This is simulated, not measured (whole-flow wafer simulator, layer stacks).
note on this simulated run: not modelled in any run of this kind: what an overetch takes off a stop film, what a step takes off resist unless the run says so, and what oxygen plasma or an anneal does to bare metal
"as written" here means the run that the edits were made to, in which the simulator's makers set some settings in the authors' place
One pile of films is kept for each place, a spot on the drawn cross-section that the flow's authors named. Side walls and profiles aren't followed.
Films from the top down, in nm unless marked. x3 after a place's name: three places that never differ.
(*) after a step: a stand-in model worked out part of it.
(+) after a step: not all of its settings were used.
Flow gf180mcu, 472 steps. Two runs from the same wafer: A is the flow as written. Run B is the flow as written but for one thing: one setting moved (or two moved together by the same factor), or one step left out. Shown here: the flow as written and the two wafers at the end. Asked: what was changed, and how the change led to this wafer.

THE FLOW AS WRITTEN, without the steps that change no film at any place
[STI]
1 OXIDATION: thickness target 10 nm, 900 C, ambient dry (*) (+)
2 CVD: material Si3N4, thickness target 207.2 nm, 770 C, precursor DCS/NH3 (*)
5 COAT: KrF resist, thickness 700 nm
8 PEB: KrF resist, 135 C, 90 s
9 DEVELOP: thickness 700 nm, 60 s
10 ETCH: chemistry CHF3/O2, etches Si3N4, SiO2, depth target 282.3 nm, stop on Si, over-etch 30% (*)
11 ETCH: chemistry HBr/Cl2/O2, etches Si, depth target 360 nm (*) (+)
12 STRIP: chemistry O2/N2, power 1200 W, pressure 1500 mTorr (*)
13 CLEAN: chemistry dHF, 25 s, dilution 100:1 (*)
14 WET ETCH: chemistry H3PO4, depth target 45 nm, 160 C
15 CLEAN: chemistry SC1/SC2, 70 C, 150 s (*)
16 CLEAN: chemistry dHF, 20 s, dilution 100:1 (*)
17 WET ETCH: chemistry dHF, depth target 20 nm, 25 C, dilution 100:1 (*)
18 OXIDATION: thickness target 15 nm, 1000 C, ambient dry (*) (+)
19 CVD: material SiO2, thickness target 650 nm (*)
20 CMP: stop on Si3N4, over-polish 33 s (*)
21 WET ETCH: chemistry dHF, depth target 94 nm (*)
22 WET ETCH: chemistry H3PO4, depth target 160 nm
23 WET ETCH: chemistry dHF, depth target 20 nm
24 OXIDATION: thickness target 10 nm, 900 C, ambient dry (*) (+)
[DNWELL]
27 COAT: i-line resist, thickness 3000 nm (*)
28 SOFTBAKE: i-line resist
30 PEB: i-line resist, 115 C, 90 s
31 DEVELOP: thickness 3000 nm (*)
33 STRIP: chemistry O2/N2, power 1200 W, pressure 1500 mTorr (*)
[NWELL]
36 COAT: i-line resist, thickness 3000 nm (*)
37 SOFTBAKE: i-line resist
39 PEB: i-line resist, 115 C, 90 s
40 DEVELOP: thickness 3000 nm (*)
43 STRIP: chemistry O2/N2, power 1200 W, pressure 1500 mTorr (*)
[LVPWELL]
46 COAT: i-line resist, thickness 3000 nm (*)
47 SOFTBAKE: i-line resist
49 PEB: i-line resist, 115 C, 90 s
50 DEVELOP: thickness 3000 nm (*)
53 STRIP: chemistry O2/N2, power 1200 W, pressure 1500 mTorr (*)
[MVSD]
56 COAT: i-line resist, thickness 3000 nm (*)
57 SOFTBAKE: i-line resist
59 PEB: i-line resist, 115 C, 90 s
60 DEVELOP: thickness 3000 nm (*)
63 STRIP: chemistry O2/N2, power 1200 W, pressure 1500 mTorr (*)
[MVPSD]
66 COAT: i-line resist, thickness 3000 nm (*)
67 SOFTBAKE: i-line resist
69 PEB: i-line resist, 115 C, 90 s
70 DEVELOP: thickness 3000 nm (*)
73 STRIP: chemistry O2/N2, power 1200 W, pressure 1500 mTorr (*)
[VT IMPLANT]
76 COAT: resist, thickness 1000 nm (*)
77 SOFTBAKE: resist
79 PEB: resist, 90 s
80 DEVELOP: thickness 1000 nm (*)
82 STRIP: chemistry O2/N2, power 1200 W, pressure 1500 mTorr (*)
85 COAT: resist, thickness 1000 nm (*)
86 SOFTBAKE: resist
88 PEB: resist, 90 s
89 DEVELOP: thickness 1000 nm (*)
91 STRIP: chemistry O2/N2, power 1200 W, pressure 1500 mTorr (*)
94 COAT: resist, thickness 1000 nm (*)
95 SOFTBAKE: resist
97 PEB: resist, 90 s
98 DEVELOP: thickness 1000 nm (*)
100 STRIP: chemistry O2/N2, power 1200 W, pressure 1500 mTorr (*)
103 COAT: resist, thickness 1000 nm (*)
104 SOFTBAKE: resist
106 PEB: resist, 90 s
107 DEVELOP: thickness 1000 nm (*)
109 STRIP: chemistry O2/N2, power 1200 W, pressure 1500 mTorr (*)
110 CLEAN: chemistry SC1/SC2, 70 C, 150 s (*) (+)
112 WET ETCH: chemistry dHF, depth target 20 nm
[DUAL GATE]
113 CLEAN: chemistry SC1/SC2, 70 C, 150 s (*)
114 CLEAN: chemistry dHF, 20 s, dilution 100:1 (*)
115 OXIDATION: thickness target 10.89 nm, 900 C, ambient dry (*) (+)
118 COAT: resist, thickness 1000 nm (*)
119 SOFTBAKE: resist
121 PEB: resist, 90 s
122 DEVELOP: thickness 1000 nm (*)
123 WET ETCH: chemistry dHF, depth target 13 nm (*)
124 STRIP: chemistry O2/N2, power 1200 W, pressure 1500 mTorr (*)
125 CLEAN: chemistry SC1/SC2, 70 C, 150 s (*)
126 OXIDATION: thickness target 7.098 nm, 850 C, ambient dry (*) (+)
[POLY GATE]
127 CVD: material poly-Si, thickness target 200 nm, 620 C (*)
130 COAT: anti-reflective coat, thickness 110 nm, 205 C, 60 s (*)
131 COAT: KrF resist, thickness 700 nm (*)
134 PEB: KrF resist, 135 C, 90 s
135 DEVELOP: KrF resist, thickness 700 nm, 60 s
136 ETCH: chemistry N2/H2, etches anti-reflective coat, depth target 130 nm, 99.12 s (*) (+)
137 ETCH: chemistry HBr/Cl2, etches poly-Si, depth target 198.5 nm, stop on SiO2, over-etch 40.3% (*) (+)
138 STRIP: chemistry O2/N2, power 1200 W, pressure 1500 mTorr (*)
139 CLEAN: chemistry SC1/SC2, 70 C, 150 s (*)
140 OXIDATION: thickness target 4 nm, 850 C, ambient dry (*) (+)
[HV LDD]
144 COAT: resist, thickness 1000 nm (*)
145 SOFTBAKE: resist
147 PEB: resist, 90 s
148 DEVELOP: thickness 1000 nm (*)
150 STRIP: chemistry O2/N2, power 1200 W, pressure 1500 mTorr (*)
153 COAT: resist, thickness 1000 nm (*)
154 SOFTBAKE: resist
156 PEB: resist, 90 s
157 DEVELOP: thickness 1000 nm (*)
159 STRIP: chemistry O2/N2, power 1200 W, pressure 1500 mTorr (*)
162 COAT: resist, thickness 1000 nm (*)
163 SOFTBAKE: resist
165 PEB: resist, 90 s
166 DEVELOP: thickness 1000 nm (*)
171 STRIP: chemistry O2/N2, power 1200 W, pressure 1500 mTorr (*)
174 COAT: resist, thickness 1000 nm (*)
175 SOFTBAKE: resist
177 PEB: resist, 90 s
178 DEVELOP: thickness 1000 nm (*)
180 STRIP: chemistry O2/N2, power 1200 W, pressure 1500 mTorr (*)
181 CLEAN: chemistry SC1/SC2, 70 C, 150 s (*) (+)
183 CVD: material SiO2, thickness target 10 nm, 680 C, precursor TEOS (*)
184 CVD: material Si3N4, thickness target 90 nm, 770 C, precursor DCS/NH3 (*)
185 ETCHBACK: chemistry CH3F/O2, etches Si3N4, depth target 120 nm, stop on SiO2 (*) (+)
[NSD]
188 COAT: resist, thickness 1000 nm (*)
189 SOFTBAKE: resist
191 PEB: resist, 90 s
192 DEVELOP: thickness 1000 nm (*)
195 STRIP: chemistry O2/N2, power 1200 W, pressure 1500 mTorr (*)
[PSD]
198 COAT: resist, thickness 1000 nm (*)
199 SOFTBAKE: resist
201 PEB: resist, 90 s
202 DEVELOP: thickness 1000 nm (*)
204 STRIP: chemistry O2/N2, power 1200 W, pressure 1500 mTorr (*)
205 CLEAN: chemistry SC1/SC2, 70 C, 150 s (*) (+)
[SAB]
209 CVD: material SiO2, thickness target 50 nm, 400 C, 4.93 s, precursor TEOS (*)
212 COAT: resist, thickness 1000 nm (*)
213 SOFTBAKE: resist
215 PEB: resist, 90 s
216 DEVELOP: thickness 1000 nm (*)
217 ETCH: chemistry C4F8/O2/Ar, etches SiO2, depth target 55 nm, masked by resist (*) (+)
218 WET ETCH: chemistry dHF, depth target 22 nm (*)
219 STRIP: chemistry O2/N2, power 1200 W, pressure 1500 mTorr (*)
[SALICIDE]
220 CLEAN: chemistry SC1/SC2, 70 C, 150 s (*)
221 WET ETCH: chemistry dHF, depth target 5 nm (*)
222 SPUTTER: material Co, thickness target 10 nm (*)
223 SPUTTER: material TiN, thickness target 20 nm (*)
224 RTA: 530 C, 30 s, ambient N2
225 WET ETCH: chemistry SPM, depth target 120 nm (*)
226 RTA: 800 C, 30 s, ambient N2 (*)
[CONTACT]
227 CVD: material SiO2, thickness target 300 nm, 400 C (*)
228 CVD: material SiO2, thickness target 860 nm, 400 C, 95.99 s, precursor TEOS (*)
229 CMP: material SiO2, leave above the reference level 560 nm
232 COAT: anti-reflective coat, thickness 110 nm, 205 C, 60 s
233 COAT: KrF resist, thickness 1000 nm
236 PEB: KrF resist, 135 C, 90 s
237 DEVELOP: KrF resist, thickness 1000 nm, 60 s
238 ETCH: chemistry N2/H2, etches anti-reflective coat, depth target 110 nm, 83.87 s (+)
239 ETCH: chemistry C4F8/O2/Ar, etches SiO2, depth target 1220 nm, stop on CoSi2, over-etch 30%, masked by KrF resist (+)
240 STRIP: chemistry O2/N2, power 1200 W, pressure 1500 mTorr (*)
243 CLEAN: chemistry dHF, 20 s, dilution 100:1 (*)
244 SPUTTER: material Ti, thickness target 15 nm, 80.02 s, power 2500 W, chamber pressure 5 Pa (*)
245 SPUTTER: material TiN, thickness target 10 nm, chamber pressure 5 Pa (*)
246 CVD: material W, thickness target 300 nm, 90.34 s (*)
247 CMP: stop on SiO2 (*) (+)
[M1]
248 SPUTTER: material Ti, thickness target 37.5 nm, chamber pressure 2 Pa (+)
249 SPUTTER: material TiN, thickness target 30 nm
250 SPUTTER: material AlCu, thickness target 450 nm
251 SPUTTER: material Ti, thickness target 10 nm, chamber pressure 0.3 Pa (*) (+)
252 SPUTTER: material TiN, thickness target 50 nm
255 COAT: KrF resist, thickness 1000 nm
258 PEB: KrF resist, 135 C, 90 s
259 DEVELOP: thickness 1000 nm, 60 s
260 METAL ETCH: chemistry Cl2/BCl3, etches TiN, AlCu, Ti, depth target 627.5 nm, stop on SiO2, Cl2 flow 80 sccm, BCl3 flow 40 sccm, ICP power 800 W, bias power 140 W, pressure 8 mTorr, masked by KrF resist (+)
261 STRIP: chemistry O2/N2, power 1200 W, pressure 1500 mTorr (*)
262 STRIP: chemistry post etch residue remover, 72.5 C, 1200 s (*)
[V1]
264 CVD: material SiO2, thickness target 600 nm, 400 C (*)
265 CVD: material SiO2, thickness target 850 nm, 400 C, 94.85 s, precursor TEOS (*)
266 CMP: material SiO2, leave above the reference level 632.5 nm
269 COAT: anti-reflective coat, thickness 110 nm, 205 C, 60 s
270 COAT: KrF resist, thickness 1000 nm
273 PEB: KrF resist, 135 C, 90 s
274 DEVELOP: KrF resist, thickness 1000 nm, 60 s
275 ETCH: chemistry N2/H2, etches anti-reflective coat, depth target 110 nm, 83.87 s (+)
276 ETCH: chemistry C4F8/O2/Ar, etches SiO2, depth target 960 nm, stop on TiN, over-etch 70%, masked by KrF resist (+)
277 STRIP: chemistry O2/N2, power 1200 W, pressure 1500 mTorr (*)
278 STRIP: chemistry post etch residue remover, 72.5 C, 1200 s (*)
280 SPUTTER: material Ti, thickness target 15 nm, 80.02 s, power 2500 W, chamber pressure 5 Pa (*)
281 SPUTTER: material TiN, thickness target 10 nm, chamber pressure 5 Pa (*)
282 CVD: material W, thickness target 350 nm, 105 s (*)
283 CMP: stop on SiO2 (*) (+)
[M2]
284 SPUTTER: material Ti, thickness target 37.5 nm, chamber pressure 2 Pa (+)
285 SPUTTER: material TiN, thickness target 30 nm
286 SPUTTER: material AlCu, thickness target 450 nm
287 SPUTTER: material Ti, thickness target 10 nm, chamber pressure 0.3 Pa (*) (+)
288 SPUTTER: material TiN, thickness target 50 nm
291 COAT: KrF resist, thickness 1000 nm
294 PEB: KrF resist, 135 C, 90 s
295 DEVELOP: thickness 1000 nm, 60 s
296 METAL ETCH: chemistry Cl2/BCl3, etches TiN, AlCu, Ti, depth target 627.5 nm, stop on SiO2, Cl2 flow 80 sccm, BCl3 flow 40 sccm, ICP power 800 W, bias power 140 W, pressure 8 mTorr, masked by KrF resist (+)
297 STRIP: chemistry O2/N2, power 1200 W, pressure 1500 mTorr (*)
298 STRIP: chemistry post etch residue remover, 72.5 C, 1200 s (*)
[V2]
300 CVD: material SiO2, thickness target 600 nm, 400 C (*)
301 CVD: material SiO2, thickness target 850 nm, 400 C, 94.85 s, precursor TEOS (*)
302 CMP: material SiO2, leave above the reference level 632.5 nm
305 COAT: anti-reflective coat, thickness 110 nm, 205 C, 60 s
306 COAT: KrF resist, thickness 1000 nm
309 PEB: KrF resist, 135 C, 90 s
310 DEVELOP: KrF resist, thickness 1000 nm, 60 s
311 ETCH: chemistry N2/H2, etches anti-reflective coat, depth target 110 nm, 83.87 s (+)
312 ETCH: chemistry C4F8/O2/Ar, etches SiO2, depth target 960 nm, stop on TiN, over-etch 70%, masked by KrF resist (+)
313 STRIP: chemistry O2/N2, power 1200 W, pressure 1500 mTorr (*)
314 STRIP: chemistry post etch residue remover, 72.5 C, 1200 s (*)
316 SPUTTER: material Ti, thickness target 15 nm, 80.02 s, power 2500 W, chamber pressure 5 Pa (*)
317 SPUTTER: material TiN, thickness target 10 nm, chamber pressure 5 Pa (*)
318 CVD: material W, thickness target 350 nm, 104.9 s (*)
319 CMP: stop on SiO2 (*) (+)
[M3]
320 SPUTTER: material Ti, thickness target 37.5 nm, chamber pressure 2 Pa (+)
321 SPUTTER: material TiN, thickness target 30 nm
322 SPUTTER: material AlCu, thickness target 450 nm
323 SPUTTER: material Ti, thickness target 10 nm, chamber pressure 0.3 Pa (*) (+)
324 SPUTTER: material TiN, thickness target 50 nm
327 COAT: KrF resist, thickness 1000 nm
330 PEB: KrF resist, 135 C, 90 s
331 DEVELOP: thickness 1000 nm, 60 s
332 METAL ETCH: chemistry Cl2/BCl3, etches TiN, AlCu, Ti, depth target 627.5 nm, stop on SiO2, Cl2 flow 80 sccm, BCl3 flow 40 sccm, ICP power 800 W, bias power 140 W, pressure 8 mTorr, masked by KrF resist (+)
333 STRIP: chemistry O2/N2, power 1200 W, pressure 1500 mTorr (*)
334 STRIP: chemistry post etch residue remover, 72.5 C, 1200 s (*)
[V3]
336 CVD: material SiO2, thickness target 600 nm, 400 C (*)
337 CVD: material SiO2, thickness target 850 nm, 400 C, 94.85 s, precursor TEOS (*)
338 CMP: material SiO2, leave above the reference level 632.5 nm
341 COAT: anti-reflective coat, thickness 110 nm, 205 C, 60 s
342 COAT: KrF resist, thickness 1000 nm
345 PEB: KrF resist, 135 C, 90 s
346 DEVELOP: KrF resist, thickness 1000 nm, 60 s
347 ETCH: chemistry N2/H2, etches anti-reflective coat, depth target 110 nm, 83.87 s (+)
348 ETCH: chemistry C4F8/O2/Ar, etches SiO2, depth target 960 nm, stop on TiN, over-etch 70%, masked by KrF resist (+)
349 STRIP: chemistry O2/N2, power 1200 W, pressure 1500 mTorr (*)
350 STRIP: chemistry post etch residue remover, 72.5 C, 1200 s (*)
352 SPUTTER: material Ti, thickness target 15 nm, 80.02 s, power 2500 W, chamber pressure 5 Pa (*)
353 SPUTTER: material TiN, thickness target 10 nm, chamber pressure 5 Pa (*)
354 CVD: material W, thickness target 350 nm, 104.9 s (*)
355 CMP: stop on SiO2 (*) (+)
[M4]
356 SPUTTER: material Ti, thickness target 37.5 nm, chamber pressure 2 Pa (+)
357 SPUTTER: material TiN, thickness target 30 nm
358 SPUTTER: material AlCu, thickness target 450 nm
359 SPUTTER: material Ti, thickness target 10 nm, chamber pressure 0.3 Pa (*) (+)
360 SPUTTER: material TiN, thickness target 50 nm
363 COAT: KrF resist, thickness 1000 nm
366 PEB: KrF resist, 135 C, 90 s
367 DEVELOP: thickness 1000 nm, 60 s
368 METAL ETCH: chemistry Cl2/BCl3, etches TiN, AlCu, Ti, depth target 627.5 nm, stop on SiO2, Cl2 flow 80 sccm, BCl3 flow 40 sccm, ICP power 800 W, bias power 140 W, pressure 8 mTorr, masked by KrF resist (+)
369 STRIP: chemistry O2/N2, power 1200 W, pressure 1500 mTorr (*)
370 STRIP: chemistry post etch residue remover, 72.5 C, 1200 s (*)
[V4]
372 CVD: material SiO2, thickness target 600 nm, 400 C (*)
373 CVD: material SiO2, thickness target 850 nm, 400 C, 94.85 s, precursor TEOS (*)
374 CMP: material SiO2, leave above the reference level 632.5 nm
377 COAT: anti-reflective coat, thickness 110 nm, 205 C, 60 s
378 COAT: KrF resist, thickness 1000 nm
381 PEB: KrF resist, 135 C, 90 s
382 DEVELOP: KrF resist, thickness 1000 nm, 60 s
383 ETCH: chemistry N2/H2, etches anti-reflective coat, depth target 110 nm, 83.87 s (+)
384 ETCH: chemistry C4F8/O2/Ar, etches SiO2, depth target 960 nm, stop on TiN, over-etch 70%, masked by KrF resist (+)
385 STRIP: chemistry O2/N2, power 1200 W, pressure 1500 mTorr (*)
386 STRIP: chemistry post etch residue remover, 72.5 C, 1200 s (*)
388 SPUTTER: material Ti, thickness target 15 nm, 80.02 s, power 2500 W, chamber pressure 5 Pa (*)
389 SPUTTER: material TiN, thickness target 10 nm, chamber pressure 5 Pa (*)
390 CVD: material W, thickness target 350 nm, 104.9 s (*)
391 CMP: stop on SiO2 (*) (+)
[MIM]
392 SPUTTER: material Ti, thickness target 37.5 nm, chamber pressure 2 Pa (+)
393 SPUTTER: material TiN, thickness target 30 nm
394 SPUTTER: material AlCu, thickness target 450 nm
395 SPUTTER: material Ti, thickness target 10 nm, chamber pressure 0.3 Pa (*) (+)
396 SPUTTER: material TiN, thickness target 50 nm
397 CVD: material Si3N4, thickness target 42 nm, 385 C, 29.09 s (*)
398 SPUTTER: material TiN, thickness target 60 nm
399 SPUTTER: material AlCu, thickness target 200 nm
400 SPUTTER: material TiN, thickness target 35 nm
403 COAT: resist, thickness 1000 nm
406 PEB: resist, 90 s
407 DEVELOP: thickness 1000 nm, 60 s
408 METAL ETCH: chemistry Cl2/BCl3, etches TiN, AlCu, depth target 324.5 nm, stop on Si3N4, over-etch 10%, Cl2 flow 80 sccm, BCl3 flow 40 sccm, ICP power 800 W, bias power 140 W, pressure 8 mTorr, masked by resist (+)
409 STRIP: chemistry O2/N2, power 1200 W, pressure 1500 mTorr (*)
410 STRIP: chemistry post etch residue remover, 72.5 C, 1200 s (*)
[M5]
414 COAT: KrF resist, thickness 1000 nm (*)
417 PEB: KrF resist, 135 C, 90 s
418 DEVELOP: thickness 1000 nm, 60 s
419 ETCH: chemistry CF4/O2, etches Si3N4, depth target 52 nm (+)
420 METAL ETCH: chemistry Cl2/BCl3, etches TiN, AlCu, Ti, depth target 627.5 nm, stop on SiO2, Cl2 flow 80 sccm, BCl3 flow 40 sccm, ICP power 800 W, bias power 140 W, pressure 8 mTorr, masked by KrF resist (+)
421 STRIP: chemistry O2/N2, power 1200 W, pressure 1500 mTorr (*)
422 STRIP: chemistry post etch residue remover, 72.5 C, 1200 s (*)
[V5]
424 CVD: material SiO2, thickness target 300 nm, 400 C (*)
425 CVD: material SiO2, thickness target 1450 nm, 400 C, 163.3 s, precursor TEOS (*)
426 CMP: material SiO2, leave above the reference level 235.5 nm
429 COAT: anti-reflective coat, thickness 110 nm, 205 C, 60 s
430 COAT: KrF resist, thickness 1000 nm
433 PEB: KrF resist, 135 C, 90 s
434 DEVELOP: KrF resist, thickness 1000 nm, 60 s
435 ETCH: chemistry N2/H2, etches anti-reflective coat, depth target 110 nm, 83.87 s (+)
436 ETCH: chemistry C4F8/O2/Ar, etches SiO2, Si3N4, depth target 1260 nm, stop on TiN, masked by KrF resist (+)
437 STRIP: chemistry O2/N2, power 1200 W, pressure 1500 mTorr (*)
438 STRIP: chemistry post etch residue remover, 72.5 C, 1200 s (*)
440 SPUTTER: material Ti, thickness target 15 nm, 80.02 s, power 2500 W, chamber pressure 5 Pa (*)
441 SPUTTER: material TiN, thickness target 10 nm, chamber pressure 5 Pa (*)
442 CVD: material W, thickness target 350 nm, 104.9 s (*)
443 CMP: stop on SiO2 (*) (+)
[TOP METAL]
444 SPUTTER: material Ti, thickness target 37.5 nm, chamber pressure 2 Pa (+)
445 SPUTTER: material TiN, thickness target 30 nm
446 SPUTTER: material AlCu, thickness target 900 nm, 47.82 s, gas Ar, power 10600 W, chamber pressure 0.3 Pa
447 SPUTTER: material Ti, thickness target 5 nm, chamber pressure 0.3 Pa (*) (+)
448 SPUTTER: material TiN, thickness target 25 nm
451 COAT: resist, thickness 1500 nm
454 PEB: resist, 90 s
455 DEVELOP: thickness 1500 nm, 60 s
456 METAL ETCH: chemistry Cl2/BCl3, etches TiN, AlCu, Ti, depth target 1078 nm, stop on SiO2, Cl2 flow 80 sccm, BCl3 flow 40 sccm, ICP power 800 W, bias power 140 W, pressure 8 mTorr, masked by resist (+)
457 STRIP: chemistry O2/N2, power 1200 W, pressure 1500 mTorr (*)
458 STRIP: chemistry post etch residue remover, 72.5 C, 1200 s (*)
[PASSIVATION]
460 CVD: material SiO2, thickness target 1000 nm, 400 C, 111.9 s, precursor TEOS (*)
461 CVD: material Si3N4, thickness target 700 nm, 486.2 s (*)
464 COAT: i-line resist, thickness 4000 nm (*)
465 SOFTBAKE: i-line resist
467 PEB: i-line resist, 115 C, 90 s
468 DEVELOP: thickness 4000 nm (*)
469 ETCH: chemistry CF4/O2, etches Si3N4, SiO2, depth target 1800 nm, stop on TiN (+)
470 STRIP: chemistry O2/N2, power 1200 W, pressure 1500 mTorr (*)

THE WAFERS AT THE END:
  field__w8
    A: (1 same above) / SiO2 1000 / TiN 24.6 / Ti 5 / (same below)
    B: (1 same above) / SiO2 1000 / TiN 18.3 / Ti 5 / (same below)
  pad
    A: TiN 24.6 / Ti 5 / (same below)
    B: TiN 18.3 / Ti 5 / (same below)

The cause: step 448, SPUTTER: thickness target 18.75 nm was run, where the flow has thickness target 25 nm.

How the change led to this, step by step:
  448 SPUTTER: material TiN, thickness target 25 nm
      field, field__w1, field__w2 and 109 more: A TiN +25 (new film) | B TiN +18.8 (new film)
  456 METAL ETCH: chemistry Cl2/BCl3, etches TiN, AlCu, Ti, depth target 1078 nm, stop on SiO2, Cl2 flow 80 sccm, BCl3 flow 40 sccm, ICP power 800 W, bias power 140 W, pressure 8 mTorr, masked by resist (+)
      field, field__w1, field__w2 and 103 more: A TiN -25 (all of it), Ti -5 (all of it), AlCu -900 (all of it), TiN -30 (all of it), Ti -37.5 (all of it) | B TiN -18.8 (all of it), Ti -5 (all of it), AlCu -900 (all of it), TiN -30 (all of it), Ti -37.5 (all of it)
